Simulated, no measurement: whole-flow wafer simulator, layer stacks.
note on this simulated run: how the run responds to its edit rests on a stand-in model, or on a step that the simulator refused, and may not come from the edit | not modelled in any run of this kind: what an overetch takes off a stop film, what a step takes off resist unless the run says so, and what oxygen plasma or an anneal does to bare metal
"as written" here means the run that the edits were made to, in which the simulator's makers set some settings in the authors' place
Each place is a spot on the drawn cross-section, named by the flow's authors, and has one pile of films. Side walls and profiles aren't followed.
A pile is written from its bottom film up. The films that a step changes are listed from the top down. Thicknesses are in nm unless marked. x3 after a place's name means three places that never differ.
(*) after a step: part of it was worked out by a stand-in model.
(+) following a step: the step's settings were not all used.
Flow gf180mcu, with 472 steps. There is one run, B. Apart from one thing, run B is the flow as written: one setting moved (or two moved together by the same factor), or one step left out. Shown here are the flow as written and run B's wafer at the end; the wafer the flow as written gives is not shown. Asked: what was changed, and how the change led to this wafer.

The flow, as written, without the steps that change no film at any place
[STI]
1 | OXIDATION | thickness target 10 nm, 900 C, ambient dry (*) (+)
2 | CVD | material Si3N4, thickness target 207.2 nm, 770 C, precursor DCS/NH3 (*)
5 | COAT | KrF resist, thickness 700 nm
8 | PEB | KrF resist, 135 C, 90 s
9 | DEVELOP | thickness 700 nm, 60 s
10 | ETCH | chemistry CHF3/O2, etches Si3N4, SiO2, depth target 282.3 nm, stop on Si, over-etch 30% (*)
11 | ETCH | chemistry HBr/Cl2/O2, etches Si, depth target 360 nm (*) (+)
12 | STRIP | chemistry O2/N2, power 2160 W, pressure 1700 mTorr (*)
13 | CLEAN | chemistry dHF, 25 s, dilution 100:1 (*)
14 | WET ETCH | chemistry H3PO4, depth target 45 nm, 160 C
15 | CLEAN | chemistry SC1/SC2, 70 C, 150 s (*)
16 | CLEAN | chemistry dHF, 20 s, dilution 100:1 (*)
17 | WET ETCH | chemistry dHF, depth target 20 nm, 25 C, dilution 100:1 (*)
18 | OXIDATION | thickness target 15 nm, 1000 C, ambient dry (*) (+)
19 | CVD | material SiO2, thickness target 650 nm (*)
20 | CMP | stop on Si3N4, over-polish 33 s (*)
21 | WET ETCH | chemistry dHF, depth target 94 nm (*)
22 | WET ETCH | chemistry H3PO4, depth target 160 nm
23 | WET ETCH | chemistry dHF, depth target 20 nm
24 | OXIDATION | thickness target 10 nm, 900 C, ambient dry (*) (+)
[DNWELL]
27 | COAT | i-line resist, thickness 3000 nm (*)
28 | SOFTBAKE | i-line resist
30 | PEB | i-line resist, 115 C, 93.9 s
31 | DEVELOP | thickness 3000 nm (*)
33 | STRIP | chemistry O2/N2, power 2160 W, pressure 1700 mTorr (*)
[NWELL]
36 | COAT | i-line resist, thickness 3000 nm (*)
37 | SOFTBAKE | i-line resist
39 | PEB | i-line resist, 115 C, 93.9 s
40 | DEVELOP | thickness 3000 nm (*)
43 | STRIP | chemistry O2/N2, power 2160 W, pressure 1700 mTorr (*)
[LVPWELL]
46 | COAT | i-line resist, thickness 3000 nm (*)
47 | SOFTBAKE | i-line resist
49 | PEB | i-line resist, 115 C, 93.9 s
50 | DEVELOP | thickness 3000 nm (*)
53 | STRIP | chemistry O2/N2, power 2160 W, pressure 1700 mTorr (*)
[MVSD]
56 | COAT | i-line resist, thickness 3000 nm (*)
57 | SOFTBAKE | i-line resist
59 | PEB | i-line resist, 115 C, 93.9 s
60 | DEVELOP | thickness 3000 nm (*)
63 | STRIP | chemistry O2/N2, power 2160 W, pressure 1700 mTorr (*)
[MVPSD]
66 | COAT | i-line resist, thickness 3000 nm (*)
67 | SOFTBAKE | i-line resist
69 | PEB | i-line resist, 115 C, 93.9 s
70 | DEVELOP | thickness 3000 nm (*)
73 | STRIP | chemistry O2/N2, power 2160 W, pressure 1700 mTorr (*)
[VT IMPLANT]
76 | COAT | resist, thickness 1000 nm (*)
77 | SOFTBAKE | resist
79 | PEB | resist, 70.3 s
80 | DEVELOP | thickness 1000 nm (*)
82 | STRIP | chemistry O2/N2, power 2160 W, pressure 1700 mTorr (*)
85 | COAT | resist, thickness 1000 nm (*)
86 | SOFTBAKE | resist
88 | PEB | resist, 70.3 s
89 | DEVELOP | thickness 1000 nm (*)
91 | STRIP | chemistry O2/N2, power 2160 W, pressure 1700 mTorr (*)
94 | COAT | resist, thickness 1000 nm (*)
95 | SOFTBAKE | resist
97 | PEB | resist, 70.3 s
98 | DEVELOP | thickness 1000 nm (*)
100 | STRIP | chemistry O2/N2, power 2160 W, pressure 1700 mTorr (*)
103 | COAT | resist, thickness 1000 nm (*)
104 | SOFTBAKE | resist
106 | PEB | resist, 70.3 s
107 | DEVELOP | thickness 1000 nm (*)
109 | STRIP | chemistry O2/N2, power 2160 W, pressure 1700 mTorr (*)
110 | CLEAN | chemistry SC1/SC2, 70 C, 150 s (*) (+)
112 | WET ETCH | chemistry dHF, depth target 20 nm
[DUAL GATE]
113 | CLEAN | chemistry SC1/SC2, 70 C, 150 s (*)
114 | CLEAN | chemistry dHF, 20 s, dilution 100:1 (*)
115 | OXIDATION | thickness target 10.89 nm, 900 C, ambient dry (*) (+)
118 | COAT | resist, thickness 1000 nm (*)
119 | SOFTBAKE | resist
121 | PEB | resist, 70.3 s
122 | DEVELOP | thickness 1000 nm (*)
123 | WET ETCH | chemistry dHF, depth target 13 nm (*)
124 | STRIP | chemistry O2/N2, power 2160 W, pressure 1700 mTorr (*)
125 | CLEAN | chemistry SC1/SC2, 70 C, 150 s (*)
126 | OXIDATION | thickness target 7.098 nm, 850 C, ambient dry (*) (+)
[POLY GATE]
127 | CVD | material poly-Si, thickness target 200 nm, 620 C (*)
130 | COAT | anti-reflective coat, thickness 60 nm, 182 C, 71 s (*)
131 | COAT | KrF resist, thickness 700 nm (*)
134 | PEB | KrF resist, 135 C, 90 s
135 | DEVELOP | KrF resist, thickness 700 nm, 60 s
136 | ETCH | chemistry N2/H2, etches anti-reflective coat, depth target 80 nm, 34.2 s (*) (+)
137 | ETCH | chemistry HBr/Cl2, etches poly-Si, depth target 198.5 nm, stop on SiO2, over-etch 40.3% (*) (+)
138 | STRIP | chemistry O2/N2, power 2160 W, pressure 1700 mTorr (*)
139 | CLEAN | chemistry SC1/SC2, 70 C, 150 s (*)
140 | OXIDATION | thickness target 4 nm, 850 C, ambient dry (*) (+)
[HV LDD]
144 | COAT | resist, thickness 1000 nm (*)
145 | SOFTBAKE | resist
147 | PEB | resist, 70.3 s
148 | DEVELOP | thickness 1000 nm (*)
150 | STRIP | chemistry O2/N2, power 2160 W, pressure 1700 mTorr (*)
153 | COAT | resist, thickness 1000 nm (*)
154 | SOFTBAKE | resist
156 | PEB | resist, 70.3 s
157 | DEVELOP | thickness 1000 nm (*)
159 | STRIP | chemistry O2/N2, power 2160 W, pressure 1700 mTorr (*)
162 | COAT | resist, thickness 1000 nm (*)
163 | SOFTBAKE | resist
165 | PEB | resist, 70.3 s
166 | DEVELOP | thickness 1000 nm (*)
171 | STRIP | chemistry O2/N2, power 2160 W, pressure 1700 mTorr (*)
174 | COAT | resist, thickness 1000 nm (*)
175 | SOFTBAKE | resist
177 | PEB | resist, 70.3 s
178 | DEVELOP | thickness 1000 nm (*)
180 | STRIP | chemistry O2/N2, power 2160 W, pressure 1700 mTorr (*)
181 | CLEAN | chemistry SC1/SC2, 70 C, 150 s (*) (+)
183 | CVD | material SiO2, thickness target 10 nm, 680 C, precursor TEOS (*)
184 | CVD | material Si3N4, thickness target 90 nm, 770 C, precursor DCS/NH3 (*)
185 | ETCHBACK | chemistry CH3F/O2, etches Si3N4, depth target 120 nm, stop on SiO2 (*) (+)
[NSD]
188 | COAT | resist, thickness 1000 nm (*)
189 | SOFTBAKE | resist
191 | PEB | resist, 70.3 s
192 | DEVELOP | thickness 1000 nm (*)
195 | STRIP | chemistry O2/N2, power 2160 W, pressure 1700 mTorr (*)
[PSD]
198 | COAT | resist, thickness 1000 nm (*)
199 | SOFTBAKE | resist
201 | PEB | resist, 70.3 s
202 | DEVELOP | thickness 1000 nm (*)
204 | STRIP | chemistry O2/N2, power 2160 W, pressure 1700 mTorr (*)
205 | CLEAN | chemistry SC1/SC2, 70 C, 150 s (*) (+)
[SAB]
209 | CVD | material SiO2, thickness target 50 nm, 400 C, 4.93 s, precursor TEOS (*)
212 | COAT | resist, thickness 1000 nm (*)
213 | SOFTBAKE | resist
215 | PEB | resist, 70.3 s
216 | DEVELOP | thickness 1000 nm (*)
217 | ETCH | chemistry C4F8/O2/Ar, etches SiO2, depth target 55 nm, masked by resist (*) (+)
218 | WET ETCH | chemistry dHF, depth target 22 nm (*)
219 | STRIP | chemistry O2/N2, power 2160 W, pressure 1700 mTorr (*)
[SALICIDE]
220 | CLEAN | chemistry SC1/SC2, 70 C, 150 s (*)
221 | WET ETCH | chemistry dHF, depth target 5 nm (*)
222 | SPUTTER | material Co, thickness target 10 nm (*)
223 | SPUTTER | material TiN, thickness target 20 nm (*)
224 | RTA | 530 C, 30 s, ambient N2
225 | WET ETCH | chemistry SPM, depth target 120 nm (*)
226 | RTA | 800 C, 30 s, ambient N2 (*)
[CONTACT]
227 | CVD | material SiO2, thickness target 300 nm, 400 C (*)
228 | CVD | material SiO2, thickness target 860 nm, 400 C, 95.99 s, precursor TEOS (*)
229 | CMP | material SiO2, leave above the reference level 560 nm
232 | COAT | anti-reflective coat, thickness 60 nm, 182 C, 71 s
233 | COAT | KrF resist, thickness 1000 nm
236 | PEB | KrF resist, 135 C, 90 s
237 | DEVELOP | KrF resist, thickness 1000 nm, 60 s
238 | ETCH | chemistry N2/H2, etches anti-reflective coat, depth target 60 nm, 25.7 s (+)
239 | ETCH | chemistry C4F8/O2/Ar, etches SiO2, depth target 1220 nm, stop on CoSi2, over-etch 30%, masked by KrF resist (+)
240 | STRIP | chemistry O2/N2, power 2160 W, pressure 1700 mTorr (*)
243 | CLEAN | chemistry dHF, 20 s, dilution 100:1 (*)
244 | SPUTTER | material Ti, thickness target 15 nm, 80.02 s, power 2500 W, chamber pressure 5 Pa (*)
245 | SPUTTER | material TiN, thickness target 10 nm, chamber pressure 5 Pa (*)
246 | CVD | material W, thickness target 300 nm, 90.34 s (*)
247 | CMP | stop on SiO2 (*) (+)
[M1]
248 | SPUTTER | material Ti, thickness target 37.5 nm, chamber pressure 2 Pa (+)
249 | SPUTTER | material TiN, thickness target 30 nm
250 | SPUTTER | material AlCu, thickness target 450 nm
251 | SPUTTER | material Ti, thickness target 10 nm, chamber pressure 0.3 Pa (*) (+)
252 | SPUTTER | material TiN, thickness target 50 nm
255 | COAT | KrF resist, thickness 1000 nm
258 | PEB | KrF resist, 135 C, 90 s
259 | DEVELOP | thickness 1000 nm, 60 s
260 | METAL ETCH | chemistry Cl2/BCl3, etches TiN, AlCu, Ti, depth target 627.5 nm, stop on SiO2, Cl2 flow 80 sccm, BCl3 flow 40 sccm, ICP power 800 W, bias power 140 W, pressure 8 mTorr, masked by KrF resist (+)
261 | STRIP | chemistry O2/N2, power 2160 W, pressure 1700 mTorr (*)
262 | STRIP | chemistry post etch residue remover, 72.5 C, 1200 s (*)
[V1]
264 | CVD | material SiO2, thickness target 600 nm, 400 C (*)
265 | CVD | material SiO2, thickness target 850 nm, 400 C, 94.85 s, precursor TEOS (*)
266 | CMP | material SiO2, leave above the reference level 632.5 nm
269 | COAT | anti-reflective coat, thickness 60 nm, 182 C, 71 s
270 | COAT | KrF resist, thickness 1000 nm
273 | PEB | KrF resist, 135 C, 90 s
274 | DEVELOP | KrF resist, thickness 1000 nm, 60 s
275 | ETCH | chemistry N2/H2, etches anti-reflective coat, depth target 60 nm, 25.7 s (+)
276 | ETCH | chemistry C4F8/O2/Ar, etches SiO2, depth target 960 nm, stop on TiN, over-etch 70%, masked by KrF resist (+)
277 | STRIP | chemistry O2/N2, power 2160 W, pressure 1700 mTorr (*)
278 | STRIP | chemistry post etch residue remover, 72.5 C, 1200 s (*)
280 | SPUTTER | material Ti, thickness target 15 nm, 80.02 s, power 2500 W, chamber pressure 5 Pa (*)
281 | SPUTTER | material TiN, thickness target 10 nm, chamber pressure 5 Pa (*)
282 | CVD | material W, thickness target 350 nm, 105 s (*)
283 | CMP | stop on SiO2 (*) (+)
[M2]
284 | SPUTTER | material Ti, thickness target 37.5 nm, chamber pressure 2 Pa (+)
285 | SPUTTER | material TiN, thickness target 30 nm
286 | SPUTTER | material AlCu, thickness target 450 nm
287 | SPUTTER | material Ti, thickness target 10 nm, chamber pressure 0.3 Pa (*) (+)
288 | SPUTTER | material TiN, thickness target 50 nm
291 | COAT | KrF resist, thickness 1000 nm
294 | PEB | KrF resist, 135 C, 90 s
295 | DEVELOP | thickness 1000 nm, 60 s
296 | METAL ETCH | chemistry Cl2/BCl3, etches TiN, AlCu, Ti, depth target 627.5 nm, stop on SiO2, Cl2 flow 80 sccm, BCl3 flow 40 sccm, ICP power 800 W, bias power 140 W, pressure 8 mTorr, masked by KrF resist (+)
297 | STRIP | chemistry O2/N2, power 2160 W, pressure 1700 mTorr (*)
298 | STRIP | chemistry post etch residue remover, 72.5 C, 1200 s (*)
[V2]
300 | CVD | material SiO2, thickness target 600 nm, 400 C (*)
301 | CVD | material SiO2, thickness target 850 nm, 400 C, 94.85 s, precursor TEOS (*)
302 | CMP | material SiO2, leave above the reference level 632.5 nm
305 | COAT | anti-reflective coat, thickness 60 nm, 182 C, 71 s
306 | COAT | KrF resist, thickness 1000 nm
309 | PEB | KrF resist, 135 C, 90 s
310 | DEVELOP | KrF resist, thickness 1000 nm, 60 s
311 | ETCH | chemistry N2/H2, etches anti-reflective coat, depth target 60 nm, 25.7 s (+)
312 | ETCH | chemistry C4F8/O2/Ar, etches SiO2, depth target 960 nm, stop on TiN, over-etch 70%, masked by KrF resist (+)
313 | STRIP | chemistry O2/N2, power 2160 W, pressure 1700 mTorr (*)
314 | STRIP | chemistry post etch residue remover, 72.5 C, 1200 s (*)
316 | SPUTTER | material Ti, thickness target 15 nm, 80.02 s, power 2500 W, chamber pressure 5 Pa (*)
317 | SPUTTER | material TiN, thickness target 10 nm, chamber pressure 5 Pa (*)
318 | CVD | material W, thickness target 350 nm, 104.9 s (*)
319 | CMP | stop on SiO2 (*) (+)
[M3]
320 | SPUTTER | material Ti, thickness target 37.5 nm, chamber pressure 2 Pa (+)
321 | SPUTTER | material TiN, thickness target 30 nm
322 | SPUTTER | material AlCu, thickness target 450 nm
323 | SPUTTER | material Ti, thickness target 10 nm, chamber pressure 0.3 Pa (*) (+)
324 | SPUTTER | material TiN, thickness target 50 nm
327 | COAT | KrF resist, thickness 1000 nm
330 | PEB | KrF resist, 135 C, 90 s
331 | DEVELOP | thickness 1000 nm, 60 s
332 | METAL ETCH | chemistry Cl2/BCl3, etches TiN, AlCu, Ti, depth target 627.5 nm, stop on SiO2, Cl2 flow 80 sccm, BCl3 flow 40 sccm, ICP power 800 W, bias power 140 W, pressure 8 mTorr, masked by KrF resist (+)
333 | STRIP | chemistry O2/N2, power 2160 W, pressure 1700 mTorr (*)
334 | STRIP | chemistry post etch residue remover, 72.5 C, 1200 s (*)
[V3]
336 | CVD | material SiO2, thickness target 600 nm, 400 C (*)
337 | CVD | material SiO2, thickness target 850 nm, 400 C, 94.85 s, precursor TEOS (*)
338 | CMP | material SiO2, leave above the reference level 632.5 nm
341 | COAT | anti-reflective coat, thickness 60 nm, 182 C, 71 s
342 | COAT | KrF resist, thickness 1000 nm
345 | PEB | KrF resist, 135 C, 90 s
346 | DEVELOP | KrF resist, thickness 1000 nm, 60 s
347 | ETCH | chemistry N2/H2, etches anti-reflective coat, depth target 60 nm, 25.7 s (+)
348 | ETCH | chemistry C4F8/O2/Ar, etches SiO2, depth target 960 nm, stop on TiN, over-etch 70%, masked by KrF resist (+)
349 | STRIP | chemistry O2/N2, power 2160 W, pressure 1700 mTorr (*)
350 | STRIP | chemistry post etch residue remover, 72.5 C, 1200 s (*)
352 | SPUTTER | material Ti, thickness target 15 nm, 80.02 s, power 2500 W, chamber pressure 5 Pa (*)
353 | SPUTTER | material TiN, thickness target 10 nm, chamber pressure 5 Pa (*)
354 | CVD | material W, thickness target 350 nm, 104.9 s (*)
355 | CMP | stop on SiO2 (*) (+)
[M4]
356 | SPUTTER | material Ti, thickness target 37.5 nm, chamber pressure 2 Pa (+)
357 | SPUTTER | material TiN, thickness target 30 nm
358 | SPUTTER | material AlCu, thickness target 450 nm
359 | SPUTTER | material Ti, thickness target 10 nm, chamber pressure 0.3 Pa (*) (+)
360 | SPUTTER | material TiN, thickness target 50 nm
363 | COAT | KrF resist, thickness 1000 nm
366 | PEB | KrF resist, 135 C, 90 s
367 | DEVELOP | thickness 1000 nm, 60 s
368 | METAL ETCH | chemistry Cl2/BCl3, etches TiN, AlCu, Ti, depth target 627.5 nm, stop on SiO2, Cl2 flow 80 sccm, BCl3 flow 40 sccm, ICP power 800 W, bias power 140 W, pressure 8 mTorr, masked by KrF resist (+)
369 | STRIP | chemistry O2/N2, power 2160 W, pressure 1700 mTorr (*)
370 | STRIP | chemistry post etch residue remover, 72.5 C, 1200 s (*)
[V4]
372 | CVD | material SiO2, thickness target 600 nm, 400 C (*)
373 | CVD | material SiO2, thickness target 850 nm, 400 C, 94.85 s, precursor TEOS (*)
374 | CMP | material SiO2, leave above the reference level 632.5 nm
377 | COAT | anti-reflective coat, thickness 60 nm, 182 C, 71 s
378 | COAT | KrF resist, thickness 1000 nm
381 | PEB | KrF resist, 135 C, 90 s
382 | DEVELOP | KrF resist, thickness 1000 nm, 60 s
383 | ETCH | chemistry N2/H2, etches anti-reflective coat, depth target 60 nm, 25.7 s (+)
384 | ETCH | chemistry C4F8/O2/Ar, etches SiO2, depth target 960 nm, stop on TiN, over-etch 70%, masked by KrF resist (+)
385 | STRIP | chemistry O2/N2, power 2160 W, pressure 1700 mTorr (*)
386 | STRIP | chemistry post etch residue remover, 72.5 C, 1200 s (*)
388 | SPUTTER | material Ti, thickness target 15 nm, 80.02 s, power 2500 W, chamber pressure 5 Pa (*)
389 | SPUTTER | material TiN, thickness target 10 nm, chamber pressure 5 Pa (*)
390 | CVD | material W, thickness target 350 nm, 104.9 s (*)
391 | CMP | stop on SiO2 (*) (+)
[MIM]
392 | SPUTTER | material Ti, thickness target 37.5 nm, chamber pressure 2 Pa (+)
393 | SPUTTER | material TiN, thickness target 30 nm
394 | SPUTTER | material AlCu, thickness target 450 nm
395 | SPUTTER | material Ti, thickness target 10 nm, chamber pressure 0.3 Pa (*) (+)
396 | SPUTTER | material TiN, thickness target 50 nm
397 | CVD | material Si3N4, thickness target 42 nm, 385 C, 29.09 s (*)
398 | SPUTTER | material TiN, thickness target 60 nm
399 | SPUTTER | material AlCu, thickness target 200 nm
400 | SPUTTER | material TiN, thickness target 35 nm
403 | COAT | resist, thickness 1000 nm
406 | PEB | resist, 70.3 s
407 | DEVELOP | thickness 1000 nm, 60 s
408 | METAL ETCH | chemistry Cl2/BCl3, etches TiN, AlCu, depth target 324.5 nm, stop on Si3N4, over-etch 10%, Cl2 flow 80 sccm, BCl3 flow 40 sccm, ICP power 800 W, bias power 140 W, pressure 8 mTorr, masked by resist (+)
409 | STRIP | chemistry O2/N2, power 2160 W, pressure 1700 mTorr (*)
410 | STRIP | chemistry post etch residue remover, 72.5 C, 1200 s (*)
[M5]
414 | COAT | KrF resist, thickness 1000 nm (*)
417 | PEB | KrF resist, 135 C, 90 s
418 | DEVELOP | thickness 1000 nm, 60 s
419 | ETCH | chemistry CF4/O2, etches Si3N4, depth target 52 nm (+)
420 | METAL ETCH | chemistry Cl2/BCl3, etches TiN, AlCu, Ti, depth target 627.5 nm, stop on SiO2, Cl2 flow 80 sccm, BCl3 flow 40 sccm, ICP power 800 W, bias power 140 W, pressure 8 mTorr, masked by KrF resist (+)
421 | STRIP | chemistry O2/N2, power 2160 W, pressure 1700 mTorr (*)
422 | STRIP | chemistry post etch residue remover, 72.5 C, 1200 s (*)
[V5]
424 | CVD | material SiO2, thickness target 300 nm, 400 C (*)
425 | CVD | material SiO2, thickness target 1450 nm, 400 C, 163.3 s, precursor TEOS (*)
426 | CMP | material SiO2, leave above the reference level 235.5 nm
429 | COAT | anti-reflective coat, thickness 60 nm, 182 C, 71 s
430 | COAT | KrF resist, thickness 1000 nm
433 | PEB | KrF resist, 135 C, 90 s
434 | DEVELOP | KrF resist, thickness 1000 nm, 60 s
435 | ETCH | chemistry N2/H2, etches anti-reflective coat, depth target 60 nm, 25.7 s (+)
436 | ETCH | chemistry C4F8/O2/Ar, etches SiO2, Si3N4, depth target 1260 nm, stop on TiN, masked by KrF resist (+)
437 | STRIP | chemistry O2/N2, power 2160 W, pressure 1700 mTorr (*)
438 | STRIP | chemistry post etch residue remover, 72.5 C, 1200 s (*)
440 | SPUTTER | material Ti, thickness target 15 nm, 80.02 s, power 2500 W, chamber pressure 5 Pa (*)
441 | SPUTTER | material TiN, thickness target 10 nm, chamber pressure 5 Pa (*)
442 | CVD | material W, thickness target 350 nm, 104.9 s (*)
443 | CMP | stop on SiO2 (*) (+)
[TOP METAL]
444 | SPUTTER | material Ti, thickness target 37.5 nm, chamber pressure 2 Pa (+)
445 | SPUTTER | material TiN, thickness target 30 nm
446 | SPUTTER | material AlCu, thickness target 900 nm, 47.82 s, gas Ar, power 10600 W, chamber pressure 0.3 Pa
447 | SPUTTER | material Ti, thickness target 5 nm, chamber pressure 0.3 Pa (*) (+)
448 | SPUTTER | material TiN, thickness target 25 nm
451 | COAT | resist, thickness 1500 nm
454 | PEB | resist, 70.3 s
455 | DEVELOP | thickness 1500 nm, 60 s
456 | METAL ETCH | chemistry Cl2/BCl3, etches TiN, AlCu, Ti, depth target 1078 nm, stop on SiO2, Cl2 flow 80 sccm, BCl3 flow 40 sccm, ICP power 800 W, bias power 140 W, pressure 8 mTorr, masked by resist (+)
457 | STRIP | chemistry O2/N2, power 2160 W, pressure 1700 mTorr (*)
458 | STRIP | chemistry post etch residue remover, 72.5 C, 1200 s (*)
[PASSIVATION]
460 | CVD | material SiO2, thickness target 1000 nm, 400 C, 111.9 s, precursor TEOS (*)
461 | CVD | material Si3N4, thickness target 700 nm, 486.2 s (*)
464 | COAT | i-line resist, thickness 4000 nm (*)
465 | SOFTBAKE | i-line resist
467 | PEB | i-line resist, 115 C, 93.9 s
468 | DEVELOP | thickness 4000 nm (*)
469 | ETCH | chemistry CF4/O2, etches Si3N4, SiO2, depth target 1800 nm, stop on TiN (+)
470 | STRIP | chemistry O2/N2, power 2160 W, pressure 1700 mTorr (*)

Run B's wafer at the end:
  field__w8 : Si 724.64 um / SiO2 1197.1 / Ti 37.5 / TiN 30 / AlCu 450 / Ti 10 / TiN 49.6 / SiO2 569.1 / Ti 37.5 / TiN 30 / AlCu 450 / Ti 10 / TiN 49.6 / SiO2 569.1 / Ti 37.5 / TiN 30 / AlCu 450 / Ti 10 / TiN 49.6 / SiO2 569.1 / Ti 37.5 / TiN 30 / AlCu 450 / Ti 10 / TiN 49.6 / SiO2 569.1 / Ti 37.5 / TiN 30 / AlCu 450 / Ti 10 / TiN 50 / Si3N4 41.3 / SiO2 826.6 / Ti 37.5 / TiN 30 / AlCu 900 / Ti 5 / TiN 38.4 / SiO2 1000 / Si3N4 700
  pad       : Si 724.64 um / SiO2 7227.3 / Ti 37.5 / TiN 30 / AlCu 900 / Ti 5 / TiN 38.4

What caused this: step 448, SPUTTER: thickness target 38.8 nm was run, while the flow as written has thickness target 25 nm.

The path from the change to this, step by step:
  448 | SPUTTER | material TiN, thickness target 25 nm
      field, field__w1, field__w2 and 109 more: TiN gains 38.8 (new film) (as written it would have been: TiN gains 25 (new film))
  456 | METAL ETCH | chemistry Cl2/BCl3, etches TiN, AlCu, Ti, depth target 1078 nm, stop on SiO2, Cl2 flow 80 sccm, BCl3 flow 40 sccm, ICP power 800 W, bias power 140 W, pressure 8 mTorr, masked by resist (+)
      field, field__w1, field__w2 and 103 more: TiN loses 38.8 (all of it), Ti loses 5 (all of it), AlCu loses 900 (all of it), TiN loses 30 (all of it), Ti loses 37.5 (all of it) (as written it would have been: TiN loses 25 (all of it), Ti loses 5 (all of it), AlCu loses 900 (all of it), TiN loses 30 (all of it), Ti loses 37.5 (all of it))
  465 | SOFTBAKE | i-line resist
      gate: i-line resist loses 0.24 (as written it would have been: i-line resist gains 1.79)
      ld_acc_p, ld_fp_p, ld_drift_p: i-line resist gains 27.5 (as written it would have been: i-line resist gains 33.8)
      (and at 58 other places as well)
